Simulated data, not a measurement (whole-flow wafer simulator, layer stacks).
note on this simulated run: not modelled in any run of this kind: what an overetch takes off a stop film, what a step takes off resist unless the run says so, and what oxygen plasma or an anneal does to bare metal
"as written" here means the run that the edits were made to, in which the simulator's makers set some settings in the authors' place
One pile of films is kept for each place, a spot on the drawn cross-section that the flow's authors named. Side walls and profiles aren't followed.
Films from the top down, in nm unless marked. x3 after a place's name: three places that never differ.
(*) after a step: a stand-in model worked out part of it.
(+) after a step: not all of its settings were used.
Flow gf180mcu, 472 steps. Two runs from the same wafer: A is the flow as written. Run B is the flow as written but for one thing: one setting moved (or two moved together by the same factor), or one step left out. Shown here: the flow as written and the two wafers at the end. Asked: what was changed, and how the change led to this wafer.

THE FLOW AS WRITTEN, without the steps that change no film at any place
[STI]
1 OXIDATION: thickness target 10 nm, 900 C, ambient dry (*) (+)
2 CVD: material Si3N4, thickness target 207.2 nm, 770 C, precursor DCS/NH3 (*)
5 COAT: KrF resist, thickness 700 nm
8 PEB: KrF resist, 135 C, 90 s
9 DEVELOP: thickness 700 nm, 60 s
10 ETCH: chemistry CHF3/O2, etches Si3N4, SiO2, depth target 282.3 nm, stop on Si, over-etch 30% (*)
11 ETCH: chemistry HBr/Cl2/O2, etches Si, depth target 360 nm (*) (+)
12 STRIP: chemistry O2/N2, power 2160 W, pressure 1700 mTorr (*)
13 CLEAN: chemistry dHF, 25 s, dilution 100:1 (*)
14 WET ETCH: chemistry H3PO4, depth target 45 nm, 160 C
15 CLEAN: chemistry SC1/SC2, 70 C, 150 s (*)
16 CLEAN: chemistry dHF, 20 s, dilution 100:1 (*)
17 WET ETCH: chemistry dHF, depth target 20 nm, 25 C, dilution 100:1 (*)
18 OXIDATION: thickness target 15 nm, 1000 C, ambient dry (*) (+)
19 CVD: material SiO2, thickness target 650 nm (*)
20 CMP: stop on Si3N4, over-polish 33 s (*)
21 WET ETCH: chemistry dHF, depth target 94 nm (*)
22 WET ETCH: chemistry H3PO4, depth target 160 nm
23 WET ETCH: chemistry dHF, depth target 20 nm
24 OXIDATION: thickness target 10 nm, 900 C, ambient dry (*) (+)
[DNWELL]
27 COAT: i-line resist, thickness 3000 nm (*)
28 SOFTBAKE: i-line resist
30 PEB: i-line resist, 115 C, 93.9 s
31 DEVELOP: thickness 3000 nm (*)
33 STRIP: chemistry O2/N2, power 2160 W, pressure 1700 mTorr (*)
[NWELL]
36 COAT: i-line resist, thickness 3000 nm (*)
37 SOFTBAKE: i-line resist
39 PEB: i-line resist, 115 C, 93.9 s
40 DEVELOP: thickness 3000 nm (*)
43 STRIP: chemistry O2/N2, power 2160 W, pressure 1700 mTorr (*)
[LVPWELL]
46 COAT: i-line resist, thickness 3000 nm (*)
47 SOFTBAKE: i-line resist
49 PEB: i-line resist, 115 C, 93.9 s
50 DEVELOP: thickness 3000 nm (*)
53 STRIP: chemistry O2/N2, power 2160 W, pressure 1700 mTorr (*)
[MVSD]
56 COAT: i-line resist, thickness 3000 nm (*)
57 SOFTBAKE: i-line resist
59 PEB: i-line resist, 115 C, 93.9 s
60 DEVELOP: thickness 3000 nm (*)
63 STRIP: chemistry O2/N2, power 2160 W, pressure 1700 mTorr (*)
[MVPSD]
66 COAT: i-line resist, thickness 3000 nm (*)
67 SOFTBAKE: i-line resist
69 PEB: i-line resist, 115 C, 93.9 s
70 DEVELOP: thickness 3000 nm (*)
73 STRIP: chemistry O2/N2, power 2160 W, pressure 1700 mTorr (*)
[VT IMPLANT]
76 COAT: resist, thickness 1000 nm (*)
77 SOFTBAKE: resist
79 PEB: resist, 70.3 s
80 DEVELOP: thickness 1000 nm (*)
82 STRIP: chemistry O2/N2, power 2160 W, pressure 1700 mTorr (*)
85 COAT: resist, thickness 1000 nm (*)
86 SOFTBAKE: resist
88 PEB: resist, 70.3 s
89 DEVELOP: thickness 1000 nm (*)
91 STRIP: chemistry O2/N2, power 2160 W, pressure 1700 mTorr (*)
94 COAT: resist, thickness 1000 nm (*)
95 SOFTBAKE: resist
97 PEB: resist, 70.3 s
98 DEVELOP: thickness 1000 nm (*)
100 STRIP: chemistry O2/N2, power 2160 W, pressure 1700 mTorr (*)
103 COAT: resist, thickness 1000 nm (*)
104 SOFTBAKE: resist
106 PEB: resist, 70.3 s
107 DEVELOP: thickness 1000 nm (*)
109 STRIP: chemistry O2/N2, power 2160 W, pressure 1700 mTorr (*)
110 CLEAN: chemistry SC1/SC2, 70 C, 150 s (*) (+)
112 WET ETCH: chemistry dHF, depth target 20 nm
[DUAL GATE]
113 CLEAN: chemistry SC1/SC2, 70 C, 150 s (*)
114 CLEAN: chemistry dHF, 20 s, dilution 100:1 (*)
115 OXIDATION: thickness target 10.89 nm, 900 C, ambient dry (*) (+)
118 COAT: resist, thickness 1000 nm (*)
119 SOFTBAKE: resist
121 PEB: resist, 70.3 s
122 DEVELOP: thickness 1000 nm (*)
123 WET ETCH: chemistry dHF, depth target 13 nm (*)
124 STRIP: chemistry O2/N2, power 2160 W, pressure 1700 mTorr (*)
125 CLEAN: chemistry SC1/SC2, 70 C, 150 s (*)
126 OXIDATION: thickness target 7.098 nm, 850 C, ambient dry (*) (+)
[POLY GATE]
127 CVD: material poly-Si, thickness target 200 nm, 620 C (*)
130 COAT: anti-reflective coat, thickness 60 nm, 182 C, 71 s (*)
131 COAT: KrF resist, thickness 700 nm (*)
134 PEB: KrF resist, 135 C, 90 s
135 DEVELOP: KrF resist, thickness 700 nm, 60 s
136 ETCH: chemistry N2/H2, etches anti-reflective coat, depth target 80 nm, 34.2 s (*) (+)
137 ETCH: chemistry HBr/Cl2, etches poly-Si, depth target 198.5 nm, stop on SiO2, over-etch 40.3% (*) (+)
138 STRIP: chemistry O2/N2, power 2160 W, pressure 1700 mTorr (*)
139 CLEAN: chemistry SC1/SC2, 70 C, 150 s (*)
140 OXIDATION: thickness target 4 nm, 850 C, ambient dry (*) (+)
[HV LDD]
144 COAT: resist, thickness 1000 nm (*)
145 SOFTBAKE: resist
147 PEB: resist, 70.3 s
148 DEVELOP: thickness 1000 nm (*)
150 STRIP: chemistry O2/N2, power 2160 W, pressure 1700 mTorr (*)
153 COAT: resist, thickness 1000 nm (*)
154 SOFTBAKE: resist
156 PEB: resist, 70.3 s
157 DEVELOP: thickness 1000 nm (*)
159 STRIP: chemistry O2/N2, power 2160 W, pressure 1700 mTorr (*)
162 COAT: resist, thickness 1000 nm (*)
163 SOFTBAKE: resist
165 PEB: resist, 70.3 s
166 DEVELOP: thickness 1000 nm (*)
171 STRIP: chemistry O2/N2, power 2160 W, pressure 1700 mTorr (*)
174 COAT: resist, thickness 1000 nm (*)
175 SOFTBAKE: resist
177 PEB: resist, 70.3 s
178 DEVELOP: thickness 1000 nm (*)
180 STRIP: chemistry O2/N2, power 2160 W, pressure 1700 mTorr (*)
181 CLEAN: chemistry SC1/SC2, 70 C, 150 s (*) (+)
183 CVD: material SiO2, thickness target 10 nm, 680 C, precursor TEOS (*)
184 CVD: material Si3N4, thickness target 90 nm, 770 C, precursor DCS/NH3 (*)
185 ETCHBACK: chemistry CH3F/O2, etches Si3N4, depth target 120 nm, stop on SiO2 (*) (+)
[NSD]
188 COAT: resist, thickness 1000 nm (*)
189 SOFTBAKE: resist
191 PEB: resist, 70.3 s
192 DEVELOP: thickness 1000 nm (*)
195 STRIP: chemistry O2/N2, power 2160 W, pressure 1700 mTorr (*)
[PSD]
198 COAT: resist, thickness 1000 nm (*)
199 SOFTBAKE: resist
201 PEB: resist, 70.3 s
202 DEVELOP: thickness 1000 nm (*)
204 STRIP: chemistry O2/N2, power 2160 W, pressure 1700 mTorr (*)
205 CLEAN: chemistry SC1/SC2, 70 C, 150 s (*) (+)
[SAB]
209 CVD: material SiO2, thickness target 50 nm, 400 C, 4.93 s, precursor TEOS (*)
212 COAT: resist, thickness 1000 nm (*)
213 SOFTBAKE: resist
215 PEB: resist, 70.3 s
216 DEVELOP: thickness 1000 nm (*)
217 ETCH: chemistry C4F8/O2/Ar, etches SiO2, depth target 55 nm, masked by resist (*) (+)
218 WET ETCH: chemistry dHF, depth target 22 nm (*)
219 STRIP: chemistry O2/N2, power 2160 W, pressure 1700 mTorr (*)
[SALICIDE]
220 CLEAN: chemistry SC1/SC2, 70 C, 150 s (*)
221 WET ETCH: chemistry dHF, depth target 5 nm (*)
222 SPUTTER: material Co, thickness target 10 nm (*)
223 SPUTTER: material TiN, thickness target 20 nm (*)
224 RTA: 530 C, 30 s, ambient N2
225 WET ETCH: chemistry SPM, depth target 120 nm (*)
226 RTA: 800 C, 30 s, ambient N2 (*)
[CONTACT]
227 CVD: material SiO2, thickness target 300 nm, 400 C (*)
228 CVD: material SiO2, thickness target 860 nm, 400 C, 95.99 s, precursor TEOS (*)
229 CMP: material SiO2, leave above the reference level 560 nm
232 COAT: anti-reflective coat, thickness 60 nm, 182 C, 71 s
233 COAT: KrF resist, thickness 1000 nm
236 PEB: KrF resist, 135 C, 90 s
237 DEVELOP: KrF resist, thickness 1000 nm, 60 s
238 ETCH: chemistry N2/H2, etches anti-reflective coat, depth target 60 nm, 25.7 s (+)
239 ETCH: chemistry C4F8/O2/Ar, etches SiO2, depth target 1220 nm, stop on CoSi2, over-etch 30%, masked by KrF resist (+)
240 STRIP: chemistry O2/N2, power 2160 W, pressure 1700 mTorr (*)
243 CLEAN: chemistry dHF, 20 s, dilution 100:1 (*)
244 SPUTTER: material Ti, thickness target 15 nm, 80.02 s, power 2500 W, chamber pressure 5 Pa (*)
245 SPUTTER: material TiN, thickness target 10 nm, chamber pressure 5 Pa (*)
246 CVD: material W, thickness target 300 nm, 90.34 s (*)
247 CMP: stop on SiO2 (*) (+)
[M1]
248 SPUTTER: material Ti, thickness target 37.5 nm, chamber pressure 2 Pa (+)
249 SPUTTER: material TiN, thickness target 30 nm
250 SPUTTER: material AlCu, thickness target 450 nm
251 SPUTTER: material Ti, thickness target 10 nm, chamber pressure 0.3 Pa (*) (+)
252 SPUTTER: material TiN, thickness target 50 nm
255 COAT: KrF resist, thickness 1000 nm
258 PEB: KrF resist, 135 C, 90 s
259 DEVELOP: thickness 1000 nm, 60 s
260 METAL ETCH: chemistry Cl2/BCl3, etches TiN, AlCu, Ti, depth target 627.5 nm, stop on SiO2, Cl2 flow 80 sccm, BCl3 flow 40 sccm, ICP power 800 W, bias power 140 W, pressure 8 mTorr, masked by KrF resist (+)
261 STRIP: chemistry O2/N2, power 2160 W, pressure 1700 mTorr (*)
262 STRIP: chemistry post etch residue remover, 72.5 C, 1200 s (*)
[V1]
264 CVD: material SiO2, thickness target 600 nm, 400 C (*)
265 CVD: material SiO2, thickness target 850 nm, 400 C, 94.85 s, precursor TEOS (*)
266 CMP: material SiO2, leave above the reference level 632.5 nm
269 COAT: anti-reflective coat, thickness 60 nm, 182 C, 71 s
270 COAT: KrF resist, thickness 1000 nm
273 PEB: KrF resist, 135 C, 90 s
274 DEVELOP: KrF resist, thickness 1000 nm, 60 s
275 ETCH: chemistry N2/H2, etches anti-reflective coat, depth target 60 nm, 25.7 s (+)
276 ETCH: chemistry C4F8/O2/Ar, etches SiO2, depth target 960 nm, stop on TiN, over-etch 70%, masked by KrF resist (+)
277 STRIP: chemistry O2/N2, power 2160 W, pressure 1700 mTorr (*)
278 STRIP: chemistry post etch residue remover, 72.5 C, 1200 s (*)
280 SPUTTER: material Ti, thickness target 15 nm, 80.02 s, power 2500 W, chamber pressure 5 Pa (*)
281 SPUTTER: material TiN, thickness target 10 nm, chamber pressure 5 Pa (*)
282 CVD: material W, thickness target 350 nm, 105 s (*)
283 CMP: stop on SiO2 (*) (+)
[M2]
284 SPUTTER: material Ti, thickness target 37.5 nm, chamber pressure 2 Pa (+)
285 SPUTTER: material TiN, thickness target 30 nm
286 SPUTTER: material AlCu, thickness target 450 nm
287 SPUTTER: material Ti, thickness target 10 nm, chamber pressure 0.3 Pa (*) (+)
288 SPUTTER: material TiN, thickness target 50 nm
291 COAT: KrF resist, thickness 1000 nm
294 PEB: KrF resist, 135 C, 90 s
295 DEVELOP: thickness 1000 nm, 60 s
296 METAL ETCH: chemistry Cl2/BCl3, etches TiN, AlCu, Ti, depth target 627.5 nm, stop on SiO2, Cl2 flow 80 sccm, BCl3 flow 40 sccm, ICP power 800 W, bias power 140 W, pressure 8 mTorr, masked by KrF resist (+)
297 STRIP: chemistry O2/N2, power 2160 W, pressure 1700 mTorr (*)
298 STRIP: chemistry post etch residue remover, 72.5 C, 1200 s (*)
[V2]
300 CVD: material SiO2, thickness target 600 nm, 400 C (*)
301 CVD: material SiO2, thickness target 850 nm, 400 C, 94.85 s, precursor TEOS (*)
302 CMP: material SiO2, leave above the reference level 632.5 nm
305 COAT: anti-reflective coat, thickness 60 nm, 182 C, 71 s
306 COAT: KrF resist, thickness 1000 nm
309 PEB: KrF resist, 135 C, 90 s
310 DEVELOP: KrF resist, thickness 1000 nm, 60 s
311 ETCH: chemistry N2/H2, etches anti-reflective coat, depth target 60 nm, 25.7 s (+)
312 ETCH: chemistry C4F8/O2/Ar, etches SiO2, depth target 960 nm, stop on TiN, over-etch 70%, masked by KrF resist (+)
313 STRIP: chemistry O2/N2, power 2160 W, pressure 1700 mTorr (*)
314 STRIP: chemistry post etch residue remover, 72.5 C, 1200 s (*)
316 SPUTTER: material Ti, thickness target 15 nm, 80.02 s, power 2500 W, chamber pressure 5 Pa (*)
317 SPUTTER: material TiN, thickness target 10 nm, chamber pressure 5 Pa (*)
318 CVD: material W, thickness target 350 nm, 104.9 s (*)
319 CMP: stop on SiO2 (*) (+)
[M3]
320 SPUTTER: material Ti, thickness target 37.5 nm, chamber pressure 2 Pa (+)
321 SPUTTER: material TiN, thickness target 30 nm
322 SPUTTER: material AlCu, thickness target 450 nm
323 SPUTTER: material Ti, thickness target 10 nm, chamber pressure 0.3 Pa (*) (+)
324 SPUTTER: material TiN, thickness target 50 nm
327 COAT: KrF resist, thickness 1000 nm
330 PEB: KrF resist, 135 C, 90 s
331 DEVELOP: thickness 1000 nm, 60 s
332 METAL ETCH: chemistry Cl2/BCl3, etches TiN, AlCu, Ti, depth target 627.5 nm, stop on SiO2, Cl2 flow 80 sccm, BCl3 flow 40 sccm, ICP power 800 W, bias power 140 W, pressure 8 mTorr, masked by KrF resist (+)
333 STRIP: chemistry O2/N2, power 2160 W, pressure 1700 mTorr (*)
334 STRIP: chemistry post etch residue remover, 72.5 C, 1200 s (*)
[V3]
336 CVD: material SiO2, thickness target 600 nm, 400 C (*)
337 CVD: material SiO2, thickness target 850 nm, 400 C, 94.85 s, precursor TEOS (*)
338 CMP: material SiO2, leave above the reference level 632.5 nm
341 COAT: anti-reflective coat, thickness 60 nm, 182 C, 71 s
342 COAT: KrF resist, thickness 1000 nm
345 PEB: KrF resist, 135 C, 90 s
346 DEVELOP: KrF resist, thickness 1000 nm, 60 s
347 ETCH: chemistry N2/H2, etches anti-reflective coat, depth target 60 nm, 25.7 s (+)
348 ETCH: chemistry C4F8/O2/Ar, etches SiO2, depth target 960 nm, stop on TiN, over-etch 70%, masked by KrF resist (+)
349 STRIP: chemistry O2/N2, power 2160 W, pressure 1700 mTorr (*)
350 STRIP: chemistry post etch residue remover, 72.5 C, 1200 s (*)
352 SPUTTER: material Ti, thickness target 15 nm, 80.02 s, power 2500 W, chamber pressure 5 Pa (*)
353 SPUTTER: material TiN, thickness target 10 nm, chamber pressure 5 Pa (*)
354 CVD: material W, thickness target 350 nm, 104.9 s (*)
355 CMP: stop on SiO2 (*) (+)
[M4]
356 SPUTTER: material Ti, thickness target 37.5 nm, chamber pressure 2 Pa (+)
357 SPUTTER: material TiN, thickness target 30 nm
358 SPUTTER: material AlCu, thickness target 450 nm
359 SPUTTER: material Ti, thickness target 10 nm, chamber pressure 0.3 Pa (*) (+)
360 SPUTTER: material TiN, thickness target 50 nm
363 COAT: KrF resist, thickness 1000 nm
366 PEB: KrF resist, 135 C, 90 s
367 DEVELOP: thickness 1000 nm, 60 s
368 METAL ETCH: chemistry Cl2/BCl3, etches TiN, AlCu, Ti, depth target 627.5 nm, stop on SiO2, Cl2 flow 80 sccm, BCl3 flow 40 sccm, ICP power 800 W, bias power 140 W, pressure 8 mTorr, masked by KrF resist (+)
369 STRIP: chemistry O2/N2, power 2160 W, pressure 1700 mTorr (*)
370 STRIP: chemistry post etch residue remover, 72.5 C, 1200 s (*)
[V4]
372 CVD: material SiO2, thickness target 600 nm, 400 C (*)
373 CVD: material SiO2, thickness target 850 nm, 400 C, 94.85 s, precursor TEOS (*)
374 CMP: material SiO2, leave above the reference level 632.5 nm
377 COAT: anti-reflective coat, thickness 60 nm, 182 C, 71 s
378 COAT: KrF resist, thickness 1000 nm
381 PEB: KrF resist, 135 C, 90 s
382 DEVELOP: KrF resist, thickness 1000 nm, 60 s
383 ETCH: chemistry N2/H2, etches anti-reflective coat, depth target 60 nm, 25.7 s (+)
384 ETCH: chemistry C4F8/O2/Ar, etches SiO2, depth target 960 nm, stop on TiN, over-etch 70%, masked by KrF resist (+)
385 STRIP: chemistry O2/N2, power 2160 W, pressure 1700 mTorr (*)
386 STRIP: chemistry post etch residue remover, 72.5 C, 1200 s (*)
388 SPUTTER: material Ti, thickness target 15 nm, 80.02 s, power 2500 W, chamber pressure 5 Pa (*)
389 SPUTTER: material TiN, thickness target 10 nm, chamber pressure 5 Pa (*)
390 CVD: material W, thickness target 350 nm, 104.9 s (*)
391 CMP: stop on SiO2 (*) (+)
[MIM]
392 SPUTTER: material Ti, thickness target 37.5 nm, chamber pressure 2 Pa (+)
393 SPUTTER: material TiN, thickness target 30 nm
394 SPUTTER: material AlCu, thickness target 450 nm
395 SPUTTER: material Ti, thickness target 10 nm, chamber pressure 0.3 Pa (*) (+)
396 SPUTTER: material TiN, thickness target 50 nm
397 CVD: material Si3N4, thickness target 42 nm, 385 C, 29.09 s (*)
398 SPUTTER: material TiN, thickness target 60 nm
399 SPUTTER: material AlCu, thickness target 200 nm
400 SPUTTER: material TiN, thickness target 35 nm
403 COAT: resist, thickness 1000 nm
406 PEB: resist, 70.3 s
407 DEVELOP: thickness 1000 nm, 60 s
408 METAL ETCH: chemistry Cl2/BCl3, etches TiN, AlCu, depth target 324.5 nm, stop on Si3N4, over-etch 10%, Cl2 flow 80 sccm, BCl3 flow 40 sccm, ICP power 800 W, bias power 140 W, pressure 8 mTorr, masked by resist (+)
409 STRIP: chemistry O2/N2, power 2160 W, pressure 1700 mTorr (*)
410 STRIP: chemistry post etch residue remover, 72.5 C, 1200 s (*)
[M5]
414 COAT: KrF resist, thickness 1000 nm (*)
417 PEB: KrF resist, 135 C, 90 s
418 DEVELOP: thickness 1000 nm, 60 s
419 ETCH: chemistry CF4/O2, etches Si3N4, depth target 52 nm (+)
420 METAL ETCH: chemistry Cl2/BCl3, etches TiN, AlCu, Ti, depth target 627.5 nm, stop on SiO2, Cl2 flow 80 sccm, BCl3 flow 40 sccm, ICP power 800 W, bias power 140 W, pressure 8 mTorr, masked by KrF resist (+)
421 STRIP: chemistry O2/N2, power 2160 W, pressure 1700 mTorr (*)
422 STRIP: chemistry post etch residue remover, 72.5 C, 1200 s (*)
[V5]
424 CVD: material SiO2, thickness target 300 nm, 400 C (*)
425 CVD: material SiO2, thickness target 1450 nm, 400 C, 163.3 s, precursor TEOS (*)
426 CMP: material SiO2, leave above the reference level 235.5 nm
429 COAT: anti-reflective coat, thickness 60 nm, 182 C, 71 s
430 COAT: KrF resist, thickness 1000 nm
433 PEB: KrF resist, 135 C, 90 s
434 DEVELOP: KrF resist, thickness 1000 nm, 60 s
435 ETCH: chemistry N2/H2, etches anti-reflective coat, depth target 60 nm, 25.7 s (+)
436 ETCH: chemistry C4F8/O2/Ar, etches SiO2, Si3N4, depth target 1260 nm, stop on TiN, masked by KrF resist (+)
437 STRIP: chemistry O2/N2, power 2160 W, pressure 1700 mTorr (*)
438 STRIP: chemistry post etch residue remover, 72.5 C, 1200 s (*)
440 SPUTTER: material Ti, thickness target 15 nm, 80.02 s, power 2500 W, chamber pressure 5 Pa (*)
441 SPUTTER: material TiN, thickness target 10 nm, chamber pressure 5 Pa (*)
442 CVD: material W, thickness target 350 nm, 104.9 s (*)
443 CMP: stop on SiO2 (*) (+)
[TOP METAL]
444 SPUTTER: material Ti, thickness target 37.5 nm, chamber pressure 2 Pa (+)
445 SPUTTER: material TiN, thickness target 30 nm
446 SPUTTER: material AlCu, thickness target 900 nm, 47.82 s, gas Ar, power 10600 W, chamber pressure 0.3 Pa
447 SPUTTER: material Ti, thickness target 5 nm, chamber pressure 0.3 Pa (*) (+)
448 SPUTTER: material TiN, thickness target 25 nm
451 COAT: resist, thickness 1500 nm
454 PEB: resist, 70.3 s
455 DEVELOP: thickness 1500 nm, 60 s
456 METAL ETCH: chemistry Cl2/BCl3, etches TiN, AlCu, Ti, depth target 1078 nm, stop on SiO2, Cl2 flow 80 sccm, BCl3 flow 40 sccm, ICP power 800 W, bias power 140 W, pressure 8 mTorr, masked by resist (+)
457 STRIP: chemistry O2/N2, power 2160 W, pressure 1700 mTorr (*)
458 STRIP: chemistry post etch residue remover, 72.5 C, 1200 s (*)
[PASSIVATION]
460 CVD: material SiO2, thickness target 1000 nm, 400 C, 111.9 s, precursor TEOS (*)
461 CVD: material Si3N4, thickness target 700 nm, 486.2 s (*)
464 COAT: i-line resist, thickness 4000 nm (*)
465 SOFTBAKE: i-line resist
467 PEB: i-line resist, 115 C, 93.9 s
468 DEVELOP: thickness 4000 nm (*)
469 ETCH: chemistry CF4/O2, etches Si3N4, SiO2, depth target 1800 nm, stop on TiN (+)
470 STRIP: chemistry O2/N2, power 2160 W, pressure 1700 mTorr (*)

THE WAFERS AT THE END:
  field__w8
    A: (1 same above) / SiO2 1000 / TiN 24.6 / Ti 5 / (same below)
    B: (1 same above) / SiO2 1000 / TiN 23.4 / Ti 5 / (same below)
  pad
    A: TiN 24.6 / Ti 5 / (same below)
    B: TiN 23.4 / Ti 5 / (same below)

The cause: step 448, SPUTTER: thickness target 23.8 nm was run, where the flow has thickness target 25 nm.

How the change led to this, step by step:
  448 SPUTTER: material TiN, thickness target 25 nm
      field, field__w1, field__w2 and 109 more: A TiN +25 (new film) | B TiN +23.8 (new film)
  456 METAL ETCH: chemistry Cl2/BCl3, etches TiN, AlCu, Ti, depth target 1078 nm, stop on SiO2, Cl2 flow 80 sccm, BCl3 flow 40 sccm, ICP power 800 W, bias power 140 W, pressure 8 mTorr, masked by resist (+)
      field, field__w1, field__w2 and 103 more: A TiN -25 (all of it), Ti -5 (all of it), AlCu -900 (all of it), TiN -30 (all of it), Ti -37.5 (all of it) | B TiN -23.8 (all of it), Ti -5 (all of it), AlCu -900 (all of it), TiN -30 (all of it), Ti -37.5 (all of it)
